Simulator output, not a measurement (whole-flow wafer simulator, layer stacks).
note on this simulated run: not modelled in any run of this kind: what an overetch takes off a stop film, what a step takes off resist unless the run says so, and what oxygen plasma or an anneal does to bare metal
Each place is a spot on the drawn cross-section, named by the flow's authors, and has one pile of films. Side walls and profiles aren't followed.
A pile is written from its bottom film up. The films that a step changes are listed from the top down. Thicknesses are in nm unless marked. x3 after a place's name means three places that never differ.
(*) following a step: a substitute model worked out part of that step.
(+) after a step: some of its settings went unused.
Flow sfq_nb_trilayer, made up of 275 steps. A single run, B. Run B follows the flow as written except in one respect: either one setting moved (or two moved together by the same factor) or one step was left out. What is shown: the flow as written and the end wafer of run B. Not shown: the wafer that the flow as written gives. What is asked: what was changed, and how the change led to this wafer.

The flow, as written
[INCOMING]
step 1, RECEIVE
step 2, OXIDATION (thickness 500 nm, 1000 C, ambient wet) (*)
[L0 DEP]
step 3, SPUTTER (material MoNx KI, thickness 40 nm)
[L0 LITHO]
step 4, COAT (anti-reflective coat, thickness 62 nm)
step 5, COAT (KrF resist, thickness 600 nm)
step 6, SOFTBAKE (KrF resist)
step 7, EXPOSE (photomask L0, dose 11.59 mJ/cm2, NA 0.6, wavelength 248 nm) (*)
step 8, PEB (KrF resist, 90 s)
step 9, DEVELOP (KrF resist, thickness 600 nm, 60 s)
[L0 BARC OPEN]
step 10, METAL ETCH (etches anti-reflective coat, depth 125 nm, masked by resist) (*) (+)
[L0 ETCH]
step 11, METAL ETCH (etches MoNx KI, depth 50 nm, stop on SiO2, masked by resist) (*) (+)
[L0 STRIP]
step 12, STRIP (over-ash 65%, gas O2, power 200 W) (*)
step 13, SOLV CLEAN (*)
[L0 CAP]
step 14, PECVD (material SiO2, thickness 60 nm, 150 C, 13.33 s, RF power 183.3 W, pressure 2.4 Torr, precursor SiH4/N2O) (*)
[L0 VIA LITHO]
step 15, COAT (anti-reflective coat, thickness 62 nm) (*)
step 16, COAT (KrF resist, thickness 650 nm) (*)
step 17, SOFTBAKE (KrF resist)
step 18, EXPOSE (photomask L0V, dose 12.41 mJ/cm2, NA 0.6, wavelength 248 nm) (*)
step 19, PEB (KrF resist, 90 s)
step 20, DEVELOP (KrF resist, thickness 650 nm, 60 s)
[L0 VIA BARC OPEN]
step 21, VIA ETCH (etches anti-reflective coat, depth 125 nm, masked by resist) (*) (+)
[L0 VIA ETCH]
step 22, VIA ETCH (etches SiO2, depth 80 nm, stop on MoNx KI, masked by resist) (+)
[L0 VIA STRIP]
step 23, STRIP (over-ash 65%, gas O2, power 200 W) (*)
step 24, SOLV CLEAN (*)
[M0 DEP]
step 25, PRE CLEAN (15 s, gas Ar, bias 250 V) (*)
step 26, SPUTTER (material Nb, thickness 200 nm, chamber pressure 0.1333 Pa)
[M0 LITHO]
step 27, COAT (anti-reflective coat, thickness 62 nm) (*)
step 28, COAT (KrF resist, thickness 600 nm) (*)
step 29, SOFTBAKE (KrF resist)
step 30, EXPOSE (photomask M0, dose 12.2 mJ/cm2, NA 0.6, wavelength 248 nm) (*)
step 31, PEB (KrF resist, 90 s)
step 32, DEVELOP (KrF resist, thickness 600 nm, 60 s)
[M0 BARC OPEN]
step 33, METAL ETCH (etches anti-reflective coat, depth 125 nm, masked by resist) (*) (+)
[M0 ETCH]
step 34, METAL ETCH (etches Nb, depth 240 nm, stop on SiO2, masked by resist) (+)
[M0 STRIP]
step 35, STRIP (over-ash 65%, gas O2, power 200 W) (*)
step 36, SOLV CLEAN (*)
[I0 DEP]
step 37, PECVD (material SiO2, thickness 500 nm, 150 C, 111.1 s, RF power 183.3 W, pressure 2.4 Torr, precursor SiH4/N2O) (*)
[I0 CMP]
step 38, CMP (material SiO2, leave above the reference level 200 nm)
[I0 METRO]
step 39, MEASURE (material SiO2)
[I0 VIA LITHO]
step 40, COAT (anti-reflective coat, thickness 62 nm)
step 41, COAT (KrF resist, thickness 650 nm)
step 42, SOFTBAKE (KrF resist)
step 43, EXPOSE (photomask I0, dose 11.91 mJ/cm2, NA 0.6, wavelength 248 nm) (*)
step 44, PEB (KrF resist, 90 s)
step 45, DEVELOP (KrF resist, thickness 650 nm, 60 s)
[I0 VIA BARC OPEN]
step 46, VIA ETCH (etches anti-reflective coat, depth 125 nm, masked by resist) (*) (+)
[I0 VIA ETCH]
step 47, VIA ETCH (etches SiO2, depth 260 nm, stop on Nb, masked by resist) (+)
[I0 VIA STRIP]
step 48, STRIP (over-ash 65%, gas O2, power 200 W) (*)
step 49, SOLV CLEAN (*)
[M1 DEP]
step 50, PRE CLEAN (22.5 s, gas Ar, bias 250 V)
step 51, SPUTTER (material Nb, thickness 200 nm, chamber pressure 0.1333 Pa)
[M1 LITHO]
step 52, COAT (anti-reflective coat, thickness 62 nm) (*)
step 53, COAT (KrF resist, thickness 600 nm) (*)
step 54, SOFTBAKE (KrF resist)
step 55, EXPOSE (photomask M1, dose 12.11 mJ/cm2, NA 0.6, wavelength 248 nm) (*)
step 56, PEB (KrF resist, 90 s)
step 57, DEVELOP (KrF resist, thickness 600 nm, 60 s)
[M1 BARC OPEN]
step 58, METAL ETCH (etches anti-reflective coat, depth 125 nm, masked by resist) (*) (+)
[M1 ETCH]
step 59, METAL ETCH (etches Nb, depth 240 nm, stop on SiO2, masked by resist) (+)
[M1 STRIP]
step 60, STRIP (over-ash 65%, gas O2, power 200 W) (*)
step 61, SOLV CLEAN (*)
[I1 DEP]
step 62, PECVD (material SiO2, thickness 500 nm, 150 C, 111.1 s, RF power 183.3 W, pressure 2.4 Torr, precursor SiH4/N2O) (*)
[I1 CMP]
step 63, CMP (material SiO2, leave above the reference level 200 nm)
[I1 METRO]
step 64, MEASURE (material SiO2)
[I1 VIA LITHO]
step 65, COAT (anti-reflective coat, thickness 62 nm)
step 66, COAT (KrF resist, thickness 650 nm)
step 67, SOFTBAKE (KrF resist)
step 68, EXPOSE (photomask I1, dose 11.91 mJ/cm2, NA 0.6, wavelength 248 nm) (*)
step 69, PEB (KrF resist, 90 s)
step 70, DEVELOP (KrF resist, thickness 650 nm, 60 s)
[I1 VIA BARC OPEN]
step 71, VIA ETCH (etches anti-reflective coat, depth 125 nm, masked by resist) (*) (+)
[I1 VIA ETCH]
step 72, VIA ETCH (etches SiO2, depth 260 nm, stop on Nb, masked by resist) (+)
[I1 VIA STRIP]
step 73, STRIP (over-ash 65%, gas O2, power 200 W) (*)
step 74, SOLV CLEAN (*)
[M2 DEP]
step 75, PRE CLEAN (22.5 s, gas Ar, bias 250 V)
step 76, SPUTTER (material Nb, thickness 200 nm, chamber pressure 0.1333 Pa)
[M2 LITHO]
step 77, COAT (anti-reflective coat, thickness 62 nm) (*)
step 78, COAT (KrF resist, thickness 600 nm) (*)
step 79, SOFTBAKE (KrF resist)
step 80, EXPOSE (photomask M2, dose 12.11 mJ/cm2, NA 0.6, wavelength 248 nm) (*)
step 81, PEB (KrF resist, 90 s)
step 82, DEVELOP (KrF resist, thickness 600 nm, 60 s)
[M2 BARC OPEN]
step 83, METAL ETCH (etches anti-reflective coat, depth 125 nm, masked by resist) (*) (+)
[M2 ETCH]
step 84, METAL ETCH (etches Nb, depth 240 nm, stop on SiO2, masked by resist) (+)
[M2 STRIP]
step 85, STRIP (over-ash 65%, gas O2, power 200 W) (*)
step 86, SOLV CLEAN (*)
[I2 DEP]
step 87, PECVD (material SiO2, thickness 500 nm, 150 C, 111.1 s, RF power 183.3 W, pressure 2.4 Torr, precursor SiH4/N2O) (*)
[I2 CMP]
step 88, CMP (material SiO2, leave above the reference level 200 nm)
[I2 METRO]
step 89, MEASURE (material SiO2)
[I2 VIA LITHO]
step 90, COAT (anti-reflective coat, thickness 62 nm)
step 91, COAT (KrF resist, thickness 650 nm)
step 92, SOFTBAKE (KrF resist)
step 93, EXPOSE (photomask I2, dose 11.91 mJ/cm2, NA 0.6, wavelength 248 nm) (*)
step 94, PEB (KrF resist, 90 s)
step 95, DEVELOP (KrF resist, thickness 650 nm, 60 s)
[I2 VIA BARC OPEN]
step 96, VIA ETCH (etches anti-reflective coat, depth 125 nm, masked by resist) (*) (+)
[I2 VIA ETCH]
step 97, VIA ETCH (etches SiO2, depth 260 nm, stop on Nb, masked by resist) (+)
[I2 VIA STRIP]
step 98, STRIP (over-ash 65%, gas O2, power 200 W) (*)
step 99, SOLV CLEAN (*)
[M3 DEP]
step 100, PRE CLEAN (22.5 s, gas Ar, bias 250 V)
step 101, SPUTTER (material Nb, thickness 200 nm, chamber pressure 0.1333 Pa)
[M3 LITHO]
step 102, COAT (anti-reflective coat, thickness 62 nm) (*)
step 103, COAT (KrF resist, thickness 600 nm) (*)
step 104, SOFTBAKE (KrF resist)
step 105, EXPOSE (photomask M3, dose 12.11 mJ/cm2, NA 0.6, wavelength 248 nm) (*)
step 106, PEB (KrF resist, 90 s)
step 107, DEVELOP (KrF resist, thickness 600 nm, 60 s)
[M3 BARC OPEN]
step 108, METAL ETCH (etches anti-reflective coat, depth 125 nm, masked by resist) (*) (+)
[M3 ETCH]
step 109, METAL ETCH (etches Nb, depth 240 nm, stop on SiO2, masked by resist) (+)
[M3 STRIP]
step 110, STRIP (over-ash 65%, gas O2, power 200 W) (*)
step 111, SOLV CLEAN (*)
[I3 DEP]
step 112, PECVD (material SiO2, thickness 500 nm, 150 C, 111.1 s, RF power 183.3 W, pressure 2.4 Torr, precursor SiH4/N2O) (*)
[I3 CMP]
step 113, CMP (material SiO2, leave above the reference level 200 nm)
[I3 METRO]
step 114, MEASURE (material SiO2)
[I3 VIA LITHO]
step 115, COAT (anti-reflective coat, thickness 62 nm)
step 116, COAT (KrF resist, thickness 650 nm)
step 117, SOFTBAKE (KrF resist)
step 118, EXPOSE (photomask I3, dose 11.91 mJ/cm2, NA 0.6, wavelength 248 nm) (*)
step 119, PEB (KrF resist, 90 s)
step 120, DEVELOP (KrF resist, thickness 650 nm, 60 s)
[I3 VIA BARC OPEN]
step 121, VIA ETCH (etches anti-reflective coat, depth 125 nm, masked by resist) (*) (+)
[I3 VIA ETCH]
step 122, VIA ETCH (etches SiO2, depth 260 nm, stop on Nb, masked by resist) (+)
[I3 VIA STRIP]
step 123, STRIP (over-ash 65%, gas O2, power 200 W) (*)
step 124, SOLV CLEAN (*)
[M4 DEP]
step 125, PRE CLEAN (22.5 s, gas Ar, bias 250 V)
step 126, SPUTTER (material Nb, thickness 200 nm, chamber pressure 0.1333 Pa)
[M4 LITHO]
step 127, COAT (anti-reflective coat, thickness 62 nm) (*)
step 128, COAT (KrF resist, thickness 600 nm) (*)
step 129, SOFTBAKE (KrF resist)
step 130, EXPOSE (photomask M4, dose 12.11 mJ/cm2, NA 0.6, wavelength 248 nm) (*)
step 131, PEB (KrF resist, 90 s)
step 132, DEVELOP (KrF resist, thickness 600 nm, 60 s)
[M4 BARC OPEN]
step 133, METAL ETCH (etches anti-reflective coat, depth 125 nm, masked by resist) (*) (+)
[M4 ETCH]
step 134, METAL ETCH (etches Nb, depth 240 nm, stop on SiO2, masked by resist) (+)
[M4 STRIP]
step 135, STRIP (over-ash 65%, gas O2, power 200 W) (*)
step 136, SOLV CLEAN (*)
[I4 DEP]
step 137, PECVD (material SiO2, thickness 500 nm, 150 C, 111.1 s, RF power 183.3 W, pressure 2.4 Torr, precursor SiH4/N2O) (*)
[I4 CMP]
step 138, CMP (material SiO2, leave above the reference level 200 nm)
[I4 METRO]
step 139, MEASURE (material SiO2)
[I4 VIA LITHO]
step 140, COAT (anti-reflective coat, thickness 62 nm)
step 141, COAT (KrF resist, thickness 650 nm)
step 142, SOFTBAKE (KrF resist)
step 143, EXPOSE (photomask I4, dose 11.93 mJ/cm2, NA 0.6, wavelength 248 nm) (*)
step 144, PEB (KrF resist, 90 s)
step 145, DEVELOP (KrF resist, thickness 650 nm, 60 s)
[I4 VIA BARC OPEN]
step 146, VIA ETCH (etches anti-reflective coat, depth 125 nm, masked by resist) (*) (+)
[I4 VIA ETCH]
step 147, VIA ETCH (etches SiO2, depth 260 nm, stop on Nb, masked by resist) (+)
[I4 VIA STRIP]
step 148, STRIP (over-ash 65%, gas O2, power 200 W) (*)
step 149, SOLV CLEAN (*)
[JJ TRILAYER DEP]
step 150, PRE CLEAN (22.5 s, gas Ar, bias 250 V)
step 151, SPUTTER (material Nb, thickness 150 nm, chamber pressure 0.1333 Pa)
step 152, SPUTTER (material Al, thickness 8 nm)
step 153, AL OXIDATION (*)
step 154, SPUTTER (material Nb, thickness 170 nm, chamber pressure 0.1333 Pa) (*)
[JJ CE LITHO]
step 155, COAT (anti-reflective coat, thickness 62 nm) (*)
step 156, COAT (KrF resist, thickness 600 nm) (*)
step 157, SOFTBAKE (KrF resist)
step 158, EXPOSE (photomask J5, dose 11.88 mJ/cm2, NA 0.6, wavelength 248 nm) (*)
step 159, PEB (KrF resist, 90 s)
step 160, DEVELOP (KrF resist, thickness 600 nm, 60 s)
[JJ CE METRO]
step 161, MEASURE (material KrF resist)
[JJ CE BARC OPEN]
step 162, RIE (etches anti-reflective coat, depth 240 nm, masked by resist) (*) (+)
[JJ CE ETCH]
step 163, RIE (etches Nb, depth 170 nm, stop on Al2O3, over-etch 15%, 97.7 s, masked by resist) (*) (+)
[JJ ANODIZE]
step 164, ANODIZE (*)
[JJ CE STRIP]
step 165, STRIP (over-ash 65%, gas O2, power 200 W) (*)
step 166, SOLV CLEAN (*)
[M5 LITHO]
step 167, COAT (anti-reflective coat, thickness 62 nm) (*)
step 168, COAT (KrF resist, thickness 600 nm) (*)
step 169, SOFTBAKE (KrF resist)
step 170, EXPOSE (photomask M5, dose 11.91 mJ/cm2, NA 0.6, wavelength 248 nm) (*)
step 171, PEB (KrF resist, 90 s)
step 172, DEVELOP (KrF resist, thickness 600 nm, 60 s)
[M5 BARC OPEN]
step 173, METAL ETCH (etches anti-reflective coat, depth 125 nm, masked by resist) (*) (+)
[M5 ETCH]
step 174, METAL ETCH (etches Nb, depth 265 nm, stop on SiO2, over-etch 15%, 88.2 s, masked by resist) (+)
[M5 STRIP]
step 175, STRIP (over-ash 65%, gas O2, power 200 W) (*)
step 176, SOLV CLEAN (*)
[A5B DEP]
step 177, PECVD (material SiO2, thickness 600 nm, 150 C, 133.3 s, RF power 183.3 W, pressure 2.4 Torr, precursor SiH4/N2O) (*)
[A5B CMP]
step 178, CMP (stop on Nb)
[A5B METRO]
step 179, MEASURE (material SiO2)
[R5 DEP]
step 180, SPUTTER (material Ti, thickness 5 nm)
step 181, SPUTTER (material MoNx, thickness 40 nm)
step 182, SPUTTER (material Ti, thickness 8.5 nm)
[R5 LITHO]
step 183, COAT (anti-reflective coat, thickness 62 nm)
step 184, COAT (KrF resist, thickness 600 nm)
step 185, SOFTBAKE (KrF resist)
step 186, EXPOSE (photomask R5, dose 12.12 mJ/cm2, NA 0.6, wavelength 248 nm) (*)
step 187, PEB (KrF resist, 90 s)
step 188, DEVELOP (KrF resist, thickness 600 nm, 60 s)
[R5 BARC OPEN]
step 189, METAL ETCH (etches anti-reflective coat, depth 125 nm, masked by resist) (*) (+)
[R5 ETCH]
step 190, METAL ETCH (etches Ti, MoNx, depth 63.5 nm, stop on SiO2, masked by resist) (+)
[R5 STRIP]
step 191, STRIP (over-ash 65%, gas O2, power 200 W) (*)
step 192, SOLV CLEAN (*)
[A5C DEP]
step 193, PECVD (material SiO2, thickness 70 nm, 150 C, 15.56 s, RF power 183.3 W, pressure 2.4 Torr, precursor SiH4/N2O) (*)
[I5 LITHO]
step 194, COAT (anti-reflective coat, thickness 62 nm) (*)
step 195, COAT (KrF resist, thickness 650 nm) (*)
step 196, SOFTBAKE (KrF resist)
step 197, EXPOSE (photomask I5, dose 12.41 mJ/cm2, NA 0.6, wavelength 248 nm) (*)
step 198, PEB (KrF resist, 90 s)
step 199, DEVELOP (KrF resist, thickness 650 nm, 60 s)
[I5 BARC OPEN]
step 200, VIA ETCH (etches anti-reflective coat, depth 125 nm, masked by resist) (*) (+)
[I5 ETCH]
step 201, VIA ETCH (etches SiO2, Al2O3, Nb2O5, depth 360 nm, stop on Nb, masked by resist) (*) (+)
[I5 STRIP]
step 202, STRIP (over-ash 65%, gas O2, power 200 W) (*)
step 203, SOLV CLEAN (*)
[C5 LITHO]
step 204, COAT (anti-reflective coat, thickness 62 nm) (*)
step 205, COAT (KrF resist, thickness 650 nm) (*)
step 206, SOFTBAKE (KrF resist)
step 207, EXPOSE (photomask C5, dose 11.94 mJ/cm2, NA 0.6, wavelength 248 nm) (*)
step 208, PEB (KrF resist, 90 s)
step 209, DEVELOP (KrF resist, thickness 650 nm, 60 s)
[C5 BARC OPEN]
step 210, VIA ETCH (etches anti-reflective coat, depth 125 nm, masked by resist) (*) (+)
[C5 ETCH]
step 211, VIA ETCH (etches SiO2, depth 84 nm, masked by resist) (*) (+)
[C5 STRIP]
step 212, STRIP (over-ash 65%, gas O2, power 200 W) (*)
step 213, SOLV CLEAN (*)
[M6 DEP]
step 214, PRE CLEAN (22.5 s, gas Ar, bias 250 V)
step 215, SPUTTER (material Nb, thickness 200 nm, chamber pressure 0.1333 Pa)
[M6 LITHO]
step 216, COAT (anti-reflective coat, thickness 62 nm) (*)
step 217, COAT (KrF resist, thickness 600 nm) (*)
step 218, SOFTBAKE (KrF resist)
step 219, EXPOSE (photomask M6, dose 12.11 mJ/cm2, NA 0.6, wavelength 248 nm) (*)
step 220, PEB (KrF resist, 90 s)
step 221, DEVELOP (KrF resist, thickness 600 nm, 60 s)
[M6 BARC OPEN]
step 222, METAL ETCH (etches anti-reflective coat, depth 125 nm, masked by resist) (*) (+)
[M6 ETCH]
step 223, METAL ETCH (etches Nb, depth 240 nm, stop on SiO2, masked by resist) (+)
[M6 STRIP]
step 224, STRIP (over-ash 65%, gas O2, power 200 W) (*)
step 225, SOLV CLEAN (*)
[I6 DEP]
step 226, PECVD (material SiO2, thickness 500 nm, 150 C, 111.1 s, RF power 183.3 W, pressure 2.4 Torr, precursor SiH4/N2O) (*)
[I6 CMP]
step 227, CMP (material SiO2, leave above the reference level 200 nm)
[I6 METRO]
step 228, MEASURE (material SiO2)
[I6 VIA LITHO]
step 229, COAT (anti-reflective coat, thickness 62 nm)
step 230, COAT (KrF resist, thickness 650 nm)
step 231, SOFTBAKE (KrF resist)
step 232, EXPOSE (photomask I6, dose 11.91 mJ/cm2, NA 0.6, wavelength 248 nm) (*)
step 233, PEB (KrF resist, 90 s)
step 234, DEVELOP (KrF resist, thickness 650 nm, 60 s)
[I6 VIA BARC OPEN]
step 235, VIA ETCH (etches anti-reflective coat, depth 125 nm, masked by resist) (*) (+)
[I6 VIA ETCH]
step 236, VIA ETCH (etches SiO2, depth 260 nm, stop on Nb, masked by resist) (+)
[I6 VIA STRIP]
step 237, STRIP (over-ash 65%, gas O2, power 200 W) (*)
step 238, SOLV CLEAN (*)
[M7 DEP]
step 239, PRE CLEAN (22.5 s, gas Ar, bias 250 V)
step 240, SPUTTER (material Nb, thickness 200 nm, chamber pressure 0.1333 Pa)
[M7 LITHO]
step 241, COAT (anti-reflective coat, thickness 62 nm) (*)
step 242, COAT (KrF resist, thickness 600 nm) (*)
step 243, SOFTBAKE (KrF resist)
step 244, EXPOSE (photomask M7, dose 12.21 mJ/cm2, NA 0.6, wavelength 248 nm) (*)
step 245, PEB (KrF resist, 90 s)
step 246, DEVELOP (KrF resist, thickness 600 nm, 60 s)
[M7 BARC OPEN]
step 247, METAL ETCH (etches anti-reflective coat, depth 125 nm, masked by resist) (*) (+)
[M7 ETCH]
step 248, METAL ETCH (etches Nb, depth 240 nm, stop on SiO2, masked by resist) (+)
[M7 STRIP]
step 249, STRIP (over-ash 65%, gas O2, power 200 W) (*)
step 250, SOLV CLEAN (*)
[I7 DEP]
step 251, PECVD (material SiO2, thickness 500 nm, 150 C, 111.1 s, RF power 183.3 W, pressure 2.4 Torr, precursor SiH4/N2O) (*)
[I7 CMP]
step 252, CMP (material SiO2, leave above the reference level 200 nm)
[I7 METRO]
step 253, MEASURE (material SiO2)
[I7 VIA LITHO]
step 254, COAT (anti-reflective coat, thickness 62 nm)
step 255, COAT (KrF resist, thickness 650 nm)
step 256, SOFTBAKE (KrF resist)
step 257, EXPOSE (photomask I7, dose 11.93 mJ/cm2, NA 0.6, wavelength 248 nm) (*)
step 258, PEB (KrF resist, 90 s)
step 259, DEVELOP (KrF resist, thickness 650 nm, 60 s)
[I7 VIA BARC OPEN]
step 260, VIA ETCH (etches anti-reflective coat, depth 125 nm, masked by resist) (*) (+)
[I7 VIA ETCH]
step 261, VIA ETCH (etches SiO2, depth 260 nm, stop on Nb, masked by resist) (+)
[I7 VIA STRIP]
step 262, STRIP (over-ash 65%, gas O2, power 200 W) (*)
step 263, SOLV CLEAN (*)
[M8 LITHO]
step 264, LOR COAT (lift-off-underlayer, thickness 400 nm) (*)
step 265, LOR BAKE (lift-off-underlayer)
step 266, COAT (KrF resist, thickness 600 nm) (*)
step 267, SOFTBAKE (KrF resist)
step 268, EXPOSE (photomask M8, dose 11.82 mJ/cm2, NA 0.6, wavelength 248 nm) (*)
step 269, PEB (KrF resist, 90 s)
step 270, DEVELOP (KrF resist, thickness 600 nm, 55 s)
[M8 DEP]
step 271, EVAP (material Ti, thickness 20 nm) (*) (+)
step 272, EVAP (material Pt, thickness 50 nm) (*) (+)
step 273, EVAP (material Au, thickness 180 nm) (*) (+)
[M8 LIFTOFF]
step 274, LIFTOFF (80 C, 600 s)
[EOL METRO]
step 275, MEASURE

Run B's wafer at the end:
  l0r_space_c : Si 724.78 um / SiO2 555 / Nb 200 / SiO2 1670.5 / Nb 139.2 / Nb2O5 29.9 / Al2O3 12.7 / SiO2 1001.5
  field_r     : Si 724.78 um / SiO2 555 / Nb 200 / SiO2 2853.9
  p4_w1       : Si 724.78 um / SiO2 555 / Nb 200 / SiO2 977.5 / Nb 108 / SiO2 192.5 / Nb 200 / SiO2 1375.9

Cause: step 101, SPUTTER: thickness 108 nm was run, while the flow as written has thickness 200 nm.
The wafer itself shows it: p4_w1 has Nb 108, and step 101 as written asks for 200 nm.

The path from the change to this, step by step:
  step 101, SPUTTER (material Nb, thickness 200 nm, chamber pressure 0.1333 Pa)
      field_l, v_sur, via_wl and 102 more: Nb gains 108 (new film) (it would be, as written: Nb gains 200 (new film))
      via_w: Nb gains 89 (it would be, as written: Nb gains 165.5)
  step 102, COAT (anti-reflective coat, thickness 62 nm) (*)
      via_wl, via_wr: anti-reflective coat gains 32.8 (new film) (it would be, as written: anti-reflective coat gains 34.2 (new film))
      via_w: anti-reflective coat gains 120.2 (new film) (it would be, as written: anti-reflective coat gains 124.8 (new film))
  step 109, METAL ETCH (etches Nb, depth 240 nm, stop on SiO2, masked by resist) (+)
      field_l, be, be_sur and 72 more: Nb loses 108 (all of it) (it would be, as written: Nb loses 200 (all of it))
      v_sur, via_wl, via_w and 28 more: KrF resist loses 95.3 (it would be, as written: KrF resist loses 141.2)
  step 110, STRIP (over-ash 65%, gas O2, power 200 W) (*)
      p4_w1, p4_w2, p4_w3 and 21 more: KrF resist loses 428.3 (all of it), anti-reflective coat loses 62 (all of it) (it would be, as written: KrF resist loses 382.4 (all of it), anti-reflective coat loses 62 (all of it))
      via_wl, via_wr: KrF resist loses 432.5 (all of it), anti-reflective coat loses 32.8 (all of it) (it would be, as written: KrF resist loses 384.2 (all of it), anti-reflective coat loses 34.2 (all of it))
      (also at 5 further places)
  step 112, PECVD (material SiO2, thickness 500 nm, 150 C, 111.1 s, RF power 183.3 W, pressure 2.4 Torr, precursor SiH4/N2O) (*)
      p4_g1, p4_g2, p3_s0, p3_s1, p3_s2, p3_s3, p3_s4, p3_s5: SiO2 gains 500 (it would be, as written: SiO2 gains 557.1)
      via_w: SiO2 gains 589.5 (new film) (it would be, as written: SiO2 gains 615 (new film))
  step 113, CMP (material SiO2, leave above the reference level 200 nm)
      field_l, be, be_sur and 64 more: SiO2 loses 192 (it would be, as written: SiO2 loses 100)
      p4_g1, p4_g2, p3_s0, p3_s1, p3_s2, p3_s3, p3_s4, p3_s5: SiO2 loses 192 (it would be, as written: SiO2 loses 157.1)
      (also at 1 further place)
